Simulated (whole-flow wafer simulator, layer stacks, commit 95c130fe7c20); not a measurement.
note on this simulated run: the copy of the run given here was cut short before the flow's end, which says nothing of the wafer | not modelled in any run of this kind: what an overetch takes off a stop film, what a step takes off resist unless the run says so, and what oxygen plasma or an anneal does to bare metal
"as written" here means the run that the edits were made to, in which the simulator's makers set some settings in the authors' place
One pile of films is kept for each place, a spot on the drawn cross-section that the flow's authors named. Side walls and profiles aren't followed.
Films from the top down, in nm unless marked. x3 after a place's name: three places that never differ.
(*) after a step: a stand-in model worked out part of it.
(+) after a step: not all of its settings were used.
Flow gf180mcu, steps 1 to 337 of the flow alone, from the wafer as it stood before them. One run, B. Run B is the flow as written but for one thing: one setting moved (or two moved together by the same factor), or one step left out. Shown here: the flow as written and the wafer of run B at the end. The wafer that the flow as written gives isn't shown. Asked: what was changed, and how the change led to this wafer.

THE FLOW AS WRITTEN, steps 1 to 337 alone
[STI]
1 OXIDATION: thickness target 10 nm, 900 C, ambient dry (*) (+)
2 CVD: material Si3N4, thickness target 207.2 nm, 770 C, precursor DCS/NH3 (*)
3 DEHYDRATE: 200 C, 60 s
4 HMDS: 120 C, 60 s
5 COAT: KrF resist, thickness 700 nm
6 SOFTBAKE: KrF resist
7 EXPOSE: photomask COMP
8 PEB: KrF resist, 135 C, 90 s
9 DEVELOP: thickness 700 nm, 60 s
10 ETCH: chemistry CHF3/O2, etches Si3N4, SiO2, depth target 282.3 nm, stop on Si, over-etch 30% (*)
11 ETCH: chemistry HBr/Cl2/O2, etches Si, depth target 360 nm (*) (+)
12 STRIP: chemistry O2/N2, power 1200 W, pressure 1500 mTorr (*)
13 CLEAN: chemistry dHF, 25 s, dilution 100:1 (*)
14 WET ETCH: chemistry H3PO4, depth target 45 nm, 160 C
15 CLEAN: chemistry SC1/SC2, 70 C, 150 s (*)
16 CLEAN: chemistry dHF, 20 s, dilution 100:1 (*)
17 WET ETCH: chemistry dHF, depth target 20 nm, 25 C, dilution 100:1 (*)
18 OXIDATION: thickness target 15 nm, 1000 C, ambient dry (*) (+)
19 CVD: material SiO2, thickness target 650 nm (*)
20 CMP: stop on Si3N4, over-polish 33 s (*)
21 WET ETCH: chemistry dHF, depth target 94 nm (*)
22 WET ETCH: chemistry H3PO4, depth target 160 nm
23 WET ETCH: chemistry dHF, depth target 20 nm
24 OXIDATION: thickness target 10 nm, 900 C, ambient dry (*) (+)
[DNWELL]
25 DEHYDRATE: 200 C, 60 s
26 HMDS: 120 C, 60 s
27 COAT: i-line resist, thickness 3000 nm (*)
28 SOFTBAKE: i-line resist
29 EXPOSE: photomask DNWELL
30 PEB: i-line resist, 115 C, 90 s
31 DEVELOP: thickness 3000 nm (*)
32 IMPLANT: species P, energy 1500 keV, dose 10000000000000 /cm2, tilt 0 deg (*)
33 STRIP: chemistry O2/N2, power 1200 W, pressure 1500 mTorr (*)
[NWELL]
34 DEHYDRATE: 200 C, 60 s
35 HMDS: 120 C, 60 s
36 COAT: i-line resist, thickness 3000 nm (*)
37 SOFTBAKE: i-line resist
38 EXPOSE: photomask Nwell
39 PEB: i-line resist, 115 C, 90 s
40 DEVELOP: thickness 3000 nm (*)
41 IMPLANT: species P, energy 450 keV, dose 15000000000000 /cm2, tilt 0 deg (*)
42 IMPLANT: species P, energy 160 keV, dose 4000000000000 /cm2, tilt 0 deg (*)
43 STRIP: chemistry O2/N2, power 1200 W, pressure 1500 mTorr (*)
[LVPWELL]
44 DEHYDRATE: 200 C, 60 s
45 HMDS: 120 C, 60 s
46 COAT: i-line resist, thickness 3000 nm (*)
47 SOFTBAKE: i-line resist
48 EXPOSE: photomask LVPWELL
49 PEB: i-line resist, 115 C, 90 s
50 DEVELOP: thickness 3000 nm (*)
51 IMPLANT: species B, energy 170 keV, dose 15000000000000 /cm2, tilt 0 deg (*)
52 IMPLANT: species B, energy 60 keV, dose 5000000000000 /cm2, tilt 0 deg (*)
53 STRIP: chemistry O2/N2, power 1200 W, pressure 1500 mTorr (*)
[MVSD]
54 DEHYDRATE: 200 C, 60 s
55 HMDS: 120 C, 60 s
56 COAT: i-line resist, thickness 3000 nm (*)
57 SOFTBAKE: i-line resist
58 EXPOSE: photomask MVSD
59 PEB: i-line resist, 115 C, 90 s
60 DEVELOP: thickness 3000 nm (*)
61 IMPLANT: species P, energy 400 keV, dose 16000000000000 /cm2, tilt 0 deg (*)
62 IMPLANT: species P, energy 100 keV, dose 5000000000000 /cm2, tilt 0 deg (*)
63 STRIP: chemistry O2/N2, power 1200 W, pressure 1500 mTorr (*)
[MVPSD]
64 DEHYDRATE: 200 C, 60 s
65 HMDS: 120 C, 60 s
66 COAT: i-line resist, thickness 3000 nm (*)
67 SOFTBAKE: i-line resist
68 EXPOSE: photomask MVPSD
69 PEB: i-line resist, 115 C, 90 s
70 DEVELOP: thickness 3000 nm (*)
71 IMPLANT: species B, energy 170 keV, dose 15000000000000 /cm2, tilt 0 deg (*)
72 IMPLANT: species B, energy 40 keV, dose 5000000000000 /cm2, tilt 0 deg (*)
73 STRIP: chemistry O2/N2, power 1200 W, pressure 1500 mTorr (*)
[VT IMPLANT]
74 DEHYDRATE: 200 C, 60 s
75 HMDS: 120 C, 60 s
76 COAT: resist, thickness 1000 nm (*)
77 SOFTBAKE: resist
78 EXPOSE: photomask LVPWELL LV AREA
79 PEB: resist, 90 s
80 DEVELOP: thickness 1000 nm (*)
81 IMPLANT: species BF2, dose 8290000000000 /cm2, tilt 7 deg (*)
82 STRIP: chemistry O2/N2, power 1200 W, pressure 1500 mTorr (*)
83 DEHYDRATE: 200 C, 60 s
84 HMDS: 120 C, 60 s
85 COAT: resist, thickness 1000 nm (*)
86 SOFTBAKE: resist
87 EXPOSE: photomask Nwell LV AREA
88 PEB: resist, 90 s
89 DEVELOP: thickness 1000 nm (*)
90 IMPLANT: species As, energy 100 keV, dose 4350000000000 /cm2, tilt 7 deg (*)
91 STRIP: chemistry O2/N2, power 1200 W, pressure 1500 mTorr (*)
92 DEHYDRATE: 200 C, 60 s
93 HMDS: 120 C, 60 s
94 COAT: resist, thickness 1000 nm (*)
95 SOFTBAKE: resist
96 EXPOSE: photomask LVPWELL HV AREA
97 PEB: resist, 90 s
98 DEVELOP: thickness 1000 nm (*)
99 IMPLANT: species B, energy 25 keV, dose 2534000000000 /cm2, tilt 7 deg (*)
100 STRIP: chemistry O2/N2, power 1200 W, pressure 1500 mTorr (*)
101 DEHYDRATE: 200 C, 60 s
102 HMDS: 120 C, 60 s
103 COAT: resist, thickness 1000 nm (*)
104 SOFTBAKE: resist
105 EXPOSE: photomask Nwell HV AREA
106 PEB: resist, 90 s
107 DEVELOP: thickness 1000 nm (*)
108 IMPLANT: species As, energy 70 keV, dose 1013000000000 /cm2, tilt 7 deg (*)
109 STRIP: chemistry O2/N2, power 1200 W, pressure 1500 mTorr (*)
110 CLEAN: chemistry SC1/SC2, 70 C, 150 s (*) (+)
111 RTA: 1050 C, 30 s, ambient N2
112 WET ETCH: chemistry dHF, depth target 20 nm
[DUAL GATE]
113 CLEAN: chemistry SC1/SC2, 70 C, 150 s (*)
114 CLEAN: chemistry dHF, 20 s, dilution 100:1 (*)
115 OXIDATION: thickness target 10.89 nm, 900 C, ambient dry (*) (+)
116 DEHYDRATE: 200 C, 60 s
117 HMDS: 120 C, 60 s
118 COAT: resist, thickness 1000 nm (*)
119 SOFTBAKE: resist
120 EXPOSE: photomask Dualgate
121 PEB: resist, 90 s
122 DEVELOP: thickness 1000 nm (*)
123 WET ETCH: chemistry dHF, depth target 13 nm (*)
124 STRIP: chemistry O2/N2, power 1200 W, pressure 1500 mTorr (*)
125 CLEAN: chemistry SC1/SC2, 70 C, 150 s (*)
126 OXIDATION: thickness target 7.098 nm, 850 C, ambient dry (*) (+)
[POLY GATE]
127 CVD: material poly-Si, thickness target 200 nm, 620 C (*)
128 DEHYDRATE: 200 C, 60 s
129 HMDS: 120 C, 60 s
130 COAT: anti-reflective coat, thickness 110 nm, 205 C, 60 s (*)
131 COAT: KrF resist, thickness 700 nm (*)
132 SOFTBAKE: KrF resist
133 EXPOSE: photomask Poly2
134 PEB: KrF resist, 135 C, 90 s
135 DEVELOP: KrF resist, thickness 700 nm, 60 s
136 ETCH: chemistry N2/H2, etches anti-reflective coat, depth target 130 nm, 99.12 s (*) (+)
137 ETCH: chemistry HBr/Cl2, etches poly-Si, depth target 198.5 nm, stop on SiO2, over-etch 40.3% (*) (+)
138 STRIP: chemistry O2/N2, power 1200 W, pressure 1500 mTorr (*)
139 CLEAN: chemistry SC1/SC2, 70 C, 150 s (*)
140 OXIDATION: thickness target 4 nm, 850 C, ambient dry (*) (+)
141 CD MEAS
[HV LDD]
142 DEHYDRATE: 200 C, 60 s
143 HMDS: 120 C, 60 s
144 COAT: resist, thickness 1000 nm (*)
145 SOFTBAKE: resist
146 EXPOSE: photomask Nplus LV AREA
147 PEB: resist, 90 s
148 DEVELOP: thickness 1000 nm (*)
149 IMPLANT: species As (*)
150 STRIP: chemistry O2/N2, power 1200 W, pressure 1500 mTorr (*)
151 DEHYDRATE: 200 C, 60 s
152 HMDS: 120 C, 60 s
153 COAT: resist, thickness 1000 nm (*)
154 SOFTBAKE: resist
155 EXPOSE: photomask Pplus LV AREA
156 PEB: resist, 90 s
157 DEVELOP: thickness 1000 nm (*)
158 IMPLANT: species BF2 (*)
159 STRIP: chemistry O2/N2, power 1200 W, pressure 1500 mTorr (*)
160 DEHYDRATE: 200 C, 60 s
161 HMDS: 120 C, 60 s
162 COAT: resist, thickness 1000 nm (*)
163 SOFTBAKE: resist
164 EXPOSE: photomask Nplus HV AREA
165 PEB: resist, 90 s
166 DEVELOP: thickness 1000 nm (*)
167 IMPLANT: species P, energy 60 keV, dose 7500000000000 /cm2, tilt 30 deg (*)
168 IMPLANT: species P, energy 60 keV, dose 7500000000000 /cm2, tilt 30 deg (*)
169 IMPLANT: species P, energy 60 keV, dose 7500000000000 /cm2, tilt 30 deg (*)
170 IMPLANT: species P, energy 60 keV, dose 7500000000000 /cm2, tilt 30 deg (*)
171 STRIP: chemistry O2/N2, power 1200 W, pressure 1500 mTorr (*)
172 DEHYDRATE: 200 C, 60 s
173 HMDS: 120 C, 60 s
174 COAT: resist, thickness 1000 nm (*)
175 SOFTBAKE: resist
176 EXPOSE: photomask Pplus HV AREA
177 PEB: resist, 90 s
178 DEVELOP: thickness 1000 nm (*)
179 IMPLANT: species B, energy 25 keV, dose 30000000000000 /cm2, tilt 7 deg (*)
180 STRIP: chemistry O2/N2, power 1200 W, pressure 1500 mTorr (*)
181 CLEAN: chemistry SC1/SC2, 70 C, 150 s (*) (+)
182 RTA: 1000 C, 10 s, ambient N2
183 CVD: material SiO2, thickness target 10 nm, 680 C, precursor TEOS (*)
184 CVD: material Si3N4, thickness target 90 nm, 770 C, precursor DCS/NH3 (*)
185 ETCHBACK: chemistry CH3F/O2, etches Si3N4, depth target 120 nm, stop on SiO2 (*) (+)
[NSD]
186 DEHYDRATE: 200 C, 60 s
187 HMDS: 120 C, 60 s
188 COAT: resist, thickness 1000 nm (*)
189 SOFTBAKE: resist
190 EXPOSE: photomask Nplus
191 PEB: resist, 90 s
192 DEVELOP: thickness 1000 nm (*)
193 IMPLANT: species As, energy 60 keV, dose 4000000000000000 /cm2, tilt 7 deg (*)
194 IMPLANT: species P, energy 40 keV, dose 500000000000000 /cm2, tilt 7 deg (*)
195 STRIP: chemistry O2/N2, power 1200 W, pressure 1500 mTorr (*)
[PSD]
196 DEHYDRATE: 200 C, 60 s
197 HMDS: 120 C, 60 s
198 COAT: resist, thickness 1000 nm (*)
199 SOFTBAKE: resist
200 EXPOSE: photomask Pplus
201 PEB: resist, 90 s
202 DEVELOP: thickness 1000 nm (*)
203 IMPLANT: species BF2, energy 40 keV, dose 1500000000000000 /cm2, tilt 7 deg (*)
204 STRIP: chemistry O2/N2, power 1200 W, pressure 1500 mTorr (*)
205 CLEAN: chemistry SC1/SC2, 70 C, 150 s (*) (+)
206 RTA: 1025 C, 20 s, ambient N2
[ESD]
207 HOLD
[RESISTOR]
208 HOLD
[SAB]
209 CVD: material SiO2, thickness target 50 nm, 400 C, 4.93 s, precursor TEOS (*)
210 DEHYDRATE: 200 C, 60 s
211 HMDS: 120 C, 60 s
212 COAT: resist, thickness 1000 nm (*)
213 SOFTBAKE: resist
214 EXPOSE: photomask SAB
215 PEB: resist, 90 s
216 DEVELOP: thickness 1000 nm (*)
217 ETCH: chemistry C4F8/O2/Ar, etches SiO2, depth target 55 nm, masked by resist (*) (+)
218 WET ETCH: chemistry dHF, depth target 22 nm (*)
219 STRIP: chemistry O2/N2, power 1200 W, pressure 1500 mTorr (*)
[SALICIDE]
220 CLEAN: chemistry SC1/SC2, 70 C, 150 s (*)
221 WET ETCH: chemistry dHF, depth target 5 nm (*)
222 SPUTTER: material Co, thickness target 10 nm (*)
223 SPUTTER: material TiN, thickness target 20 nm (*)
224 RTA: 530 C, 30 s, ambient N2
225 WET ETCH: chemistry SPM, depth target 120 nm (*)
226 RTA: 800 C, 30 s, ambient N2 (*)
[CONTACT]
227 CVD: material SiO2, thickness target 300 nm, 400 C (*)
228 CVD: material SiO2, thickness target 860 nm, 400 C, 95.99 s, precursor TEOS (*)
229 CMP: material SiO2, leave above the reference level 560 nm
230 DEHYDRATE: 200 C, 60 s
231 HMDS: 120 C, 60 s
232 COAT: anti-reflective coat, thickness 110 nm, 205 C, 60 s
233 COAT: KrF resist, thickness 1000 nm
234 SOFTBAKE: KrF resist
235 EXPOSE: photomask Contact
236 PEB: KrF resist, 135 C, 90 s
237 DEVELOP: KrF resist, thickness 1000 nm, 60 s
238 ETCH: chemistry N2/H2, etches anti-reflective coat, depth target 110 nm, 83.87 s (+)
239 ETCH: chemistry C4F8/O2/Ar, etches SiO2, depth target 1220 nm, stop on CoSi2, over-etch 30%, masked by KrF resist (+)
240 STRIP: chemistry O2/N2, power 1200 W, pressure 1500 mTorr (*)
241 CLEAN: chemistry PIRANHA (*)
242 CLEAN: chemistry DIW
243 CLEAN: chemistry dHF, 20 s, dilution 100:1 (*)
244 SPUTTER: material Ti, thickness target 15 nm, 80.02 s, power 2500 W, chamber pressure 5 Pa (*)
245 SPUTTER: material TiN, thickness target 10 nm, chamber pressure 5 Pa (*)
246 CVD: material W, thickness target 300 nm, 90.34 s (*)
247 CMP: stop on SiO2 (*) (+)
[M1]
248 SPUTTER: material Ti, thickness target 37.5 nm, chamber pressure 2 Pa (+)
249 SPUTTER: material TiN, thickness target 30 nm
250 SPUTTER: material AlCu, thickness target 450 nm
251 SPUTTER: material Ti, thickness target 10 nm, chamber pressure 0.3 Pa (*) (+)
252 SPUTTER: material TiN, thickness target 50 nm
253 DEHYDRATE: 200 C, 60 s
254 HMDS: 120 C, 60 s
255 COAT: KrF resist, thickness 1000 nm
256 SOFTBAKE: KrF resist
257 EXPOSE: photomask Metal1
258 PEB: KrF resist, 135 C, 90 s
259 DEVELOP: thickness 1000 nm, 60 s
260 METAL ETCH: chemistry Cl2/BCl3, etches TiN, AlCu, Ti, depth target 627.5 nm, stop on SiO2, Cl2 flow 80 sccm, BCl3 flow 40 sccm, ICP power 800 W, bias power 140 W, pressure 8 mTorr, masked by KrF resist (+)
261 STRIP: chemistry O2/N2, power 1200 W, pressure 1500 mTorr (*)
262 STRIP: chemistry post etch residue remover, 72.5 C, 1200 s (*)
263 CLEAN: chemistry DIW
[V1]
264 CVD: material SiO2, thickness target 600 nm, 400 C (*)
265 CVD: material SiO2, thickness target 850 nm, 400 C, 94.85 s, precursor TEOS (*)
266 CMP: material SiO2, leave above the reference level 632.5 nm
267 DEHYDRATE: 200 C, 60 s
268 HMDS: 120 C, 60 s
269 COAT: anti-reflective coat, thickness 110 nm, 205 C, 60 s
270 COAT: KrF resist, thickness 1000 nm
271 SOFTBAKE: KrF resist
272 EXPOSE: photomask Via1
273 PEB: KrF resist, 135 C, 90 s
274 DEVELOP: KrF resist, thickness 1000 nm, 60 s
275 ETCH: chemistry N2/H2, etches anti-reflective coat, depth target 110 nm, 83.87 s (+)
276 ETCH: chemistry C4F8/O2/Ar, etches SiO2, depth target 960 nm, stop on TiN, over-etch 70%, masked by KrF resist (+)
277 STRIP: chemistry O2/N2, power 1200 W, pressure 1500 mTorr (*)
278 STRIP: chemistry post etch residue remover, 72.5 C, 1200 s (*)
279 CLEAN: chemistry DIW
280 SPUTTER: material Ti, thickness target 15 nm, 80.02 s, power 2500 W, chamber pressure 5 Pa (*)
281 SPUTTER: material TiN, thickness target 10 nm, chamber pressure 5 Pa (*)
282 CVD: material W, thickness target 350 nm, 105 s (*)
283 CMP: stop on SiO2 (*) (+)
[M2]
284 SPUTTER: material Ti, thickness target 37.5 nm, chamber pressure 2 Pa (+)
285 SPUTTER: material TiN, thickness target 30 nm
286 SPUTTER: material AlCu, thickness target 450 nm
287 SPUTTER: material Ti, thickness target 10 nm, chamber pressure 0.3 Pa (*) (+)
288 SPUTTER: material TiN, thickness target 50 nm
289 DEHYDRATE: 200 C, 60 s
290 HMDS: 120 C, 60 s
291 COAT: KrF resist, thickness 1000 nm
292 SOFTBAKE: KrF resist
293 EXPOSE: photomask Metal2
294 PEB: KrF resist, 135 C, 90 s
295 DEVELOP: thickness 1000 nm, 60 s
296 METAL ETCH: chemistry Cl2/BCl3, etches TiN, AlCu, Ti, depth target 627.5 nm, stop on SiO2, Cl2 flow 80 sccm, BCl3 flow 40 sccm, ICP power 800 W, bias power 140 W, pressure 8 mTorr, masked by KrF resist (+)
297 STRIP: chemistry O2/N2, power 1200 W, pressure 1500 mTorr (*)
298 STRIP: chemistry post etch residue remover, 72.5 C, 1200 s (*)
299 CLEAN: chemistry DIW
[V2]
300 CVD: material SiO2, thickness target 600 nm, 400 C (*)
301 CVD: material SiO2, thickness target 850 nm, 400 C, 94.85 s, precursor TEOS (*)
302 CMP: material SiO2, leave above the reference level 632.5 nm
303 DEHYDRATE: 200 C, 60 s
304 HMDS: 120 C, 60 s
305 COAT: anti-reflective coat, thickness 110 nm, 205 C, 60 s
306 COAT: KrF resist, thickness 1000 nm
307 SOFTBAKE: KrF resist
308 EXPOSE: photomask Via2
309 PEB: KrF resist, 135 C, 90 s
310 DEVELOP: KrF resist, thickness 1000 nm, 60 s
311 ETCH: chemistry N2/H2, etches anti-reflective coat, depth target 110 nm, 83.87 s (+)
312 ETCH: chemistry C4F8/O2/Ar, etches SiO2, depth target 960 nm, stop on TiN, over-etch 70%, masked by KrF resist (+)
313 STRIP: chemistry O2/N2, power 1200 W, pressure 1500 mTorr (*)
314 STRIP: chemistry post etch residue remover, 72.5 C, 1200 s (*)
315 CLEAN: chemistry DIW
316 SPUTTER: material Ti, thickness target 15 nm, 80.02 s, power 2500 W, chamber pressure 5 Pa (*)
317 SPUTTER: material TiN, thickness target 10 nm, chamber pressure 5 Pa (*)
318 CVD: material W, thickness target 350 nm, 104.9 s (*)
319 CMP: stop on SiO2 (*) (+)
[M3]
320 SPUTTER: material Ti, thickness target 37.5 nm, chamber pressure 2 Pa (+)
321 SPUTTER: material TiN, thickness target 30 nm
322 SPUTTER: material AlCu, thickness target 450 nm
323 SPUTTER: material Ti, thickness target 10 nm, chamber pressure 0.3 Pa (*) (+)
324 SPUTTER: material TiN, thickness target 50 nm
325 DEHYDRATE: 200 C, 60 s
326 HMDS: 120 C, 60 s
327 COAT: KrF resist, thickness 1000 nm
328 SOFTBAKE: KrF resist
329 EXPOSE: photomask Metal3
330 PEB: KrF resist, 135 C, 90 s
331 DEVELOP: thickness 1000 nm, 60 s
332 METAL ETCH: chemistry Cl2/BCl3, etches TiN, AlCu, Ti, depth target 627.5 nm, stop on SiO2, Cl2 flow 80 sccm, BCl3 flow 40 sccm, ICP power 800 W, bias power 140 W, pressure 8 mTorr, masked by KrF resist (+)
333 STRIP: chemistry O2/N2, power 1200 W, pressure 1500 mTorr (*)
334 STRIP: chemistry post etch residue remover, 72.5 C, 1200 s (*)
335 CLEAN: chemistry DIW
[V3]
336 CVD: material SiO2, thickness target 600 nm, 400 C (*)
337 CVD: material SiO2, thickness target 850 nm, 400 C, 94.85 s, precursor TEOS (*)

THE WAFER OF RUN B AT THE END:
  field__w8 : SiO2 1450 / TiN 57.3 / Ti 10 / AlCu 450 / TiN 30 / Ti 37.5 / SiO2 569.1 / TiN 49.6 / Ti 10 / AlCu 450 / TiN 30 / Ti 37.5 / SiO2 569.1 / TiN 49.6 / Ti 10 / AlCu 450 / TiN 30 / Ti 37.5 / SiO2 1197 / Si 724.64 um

The cause: step 324, SPUTTER: thickness target 57.7 nm was run, where the flow has thickness target 50 nm.

How the change led to this, step by step:
  324 SPUTTER: material TiN, thickness target 50 nm
      field, field__w1, field__w2 and 108 more: TiN +57.7 (new film) (as written it would be: TiN +50 (new film))
  332 METAL ETCH: chemistry Cl2/BCl3, etches TiN, AlCu, Ti, depth target 627.5 nm, stop on SiO2, Cl2 flow 80 sccm, BCl3 flow 40 sccm, ICP power 800 W, bias power 140 W, pressure 8 mTorr, masked by KrF resist (+)
      field, field__w1, field__w2 and 103 more: TiN -57.7 (all of it), Ti -10 (all of it), AlCu -450 (all of it), TiN -30 (all of it), Ti -37.5 (all of it) (as written it would be: TiN -50 (all of it), Ti -10 (all of it), AlCu -450 (all of it), TiN -30 (all of it), Ti -37.5 (all of it))
